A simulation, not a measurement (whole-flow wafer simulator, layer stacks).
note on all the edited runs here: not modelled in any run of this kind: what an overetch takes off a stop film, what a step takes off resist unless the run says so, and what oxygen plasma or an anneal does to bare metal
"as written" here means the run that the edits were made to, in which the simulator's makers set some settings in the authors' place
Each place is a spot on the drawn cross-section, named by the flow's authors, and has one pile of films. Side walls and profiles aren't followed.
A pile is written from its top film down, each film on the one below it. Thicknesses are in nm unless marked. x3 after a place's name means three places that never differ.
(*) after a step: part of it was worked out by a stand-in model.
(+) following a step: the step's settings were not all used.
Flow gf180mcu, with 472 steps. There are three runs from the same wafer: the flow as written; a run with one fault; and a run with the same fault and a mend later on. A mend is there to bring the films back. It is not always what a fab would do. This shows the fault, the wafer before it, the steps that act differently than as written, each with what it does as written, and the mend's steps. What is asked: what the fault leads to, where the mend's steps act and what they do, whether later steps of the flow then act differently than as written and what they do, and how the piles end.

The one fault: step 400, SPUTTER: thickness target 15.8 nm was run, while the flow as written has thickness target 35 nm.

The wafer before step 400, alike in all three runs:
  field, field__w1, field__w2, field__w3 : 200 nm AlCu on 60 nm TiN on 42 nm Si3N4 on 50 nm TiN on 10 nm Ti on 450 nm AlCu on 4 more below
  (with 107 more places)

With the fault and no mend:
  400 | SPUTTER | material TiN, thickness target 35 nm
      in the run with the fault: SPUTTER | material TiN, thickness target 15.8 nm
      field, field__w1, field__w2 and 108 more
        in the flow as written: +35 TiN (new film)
        in the run with the fault: +15.8 TiN (new film)
  Later steps of the flow acting differently than as written (not shown: 7 more steps that differ only slightly, by at most 2% or 0.5 nm, whichever is larger):
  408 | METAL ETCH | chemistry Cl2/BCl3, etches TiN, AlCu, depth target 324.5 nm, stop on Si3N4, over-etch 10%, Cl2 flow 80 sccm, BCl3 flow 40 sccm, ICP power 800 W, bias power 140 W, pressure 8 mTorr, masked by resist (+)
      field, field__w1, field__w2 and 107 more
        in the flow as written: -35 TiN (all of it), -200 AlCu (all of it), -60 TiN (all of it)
        in the run with the fault: -15.8 TiN (all of it), -200 AlCu (all of it), -60 TiN (all of it)
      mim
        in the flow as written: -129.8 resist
        in the run with the fault: -121.4 resist
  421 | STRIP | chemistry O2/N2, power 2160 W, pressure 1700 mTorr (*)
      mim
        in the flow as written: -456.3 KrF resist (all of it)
        in the run with the fault: -470.7 KrF resist (all of it)
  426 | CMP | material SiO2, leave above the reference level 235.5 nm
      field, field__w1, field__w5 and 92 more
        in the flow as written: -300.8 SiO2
        in the run with the fault: -320 SiO2
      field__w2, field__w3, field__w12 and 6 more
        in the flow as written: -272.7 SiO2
        in the run with the fault: -291.9 SiO2
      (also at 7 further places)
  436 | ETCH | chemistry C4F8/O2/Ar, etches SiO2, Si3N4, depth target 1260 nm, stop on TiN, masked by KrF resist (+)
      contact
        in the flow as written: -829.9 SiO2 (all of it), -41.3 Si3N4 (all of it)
        in the run with the fault: -810.7 SiO2 (all of it), -41.3 Si3N4 (all of it)
  The piles end different from the flow's at field__w8, contact, m1, m1__w1, mim, m1_nw by more than 2% or 0.5 nm, whichever is larger.
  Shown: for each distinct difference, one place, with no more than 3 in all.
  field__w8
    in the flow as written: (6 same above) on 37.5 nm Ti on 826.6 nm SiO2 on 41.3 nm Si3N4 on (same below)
    in the run with the fault: (6 same above) on 37.5 nm Ti on 807.4 nm SiO2 on 41.3 nm Si3N4 on (same below)
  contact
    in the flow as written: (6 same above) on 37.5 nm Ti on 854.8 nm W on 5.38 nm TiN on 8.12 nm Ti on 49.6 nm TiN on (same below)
    in the run with the fault: (6 same above) on 37.5 nm Ti on 835.4 nm W on 5.44 nm TiN on 8.21 nm Ti on 49.6 nm TiN on (same below)
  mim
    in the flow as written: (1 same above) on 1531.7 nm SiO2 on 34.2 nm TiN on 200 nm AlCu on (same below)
    in the run with the fault: (1 same above) on 1531.7 nm SiO2 on 15 nm TiN on 200 nm AlCu on (same below)

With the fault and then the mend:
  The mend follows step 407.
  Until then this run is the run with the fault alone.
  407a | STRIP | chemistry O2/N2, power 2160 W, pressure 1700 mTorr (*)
      mim
        -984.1 resist (all of it)
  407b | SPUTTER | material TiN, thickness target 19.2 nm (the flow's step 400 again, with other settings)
      field, field__w1, field__w2 and 108 more
        +19.2 TiN
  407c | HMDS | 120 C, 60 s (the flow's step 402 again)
      alters no film at any place that is followed
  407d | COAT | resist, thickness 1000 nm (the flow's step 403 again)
      field, field__w1, field__w2 and 108 more
        +1000 resist (new film)
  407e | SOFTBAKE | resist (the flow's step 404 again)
      alters no film at any place that is followed
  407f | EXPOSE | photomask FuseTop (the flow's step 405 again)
      alters no film at any place that is followed
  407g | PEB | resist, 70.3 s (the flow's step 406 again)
      field, field__w1, field__w2 and 108 more
        -15.9 resist
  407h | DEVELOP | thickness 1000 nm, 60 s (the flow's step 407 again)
      field, field__w1, field__w2 and 107 more
        -984.1 resist (all of it)
  Every later step of the flow that is run acts as written at every place that is followed.
  By the end, the piles equal the flow's at every place that both follow.
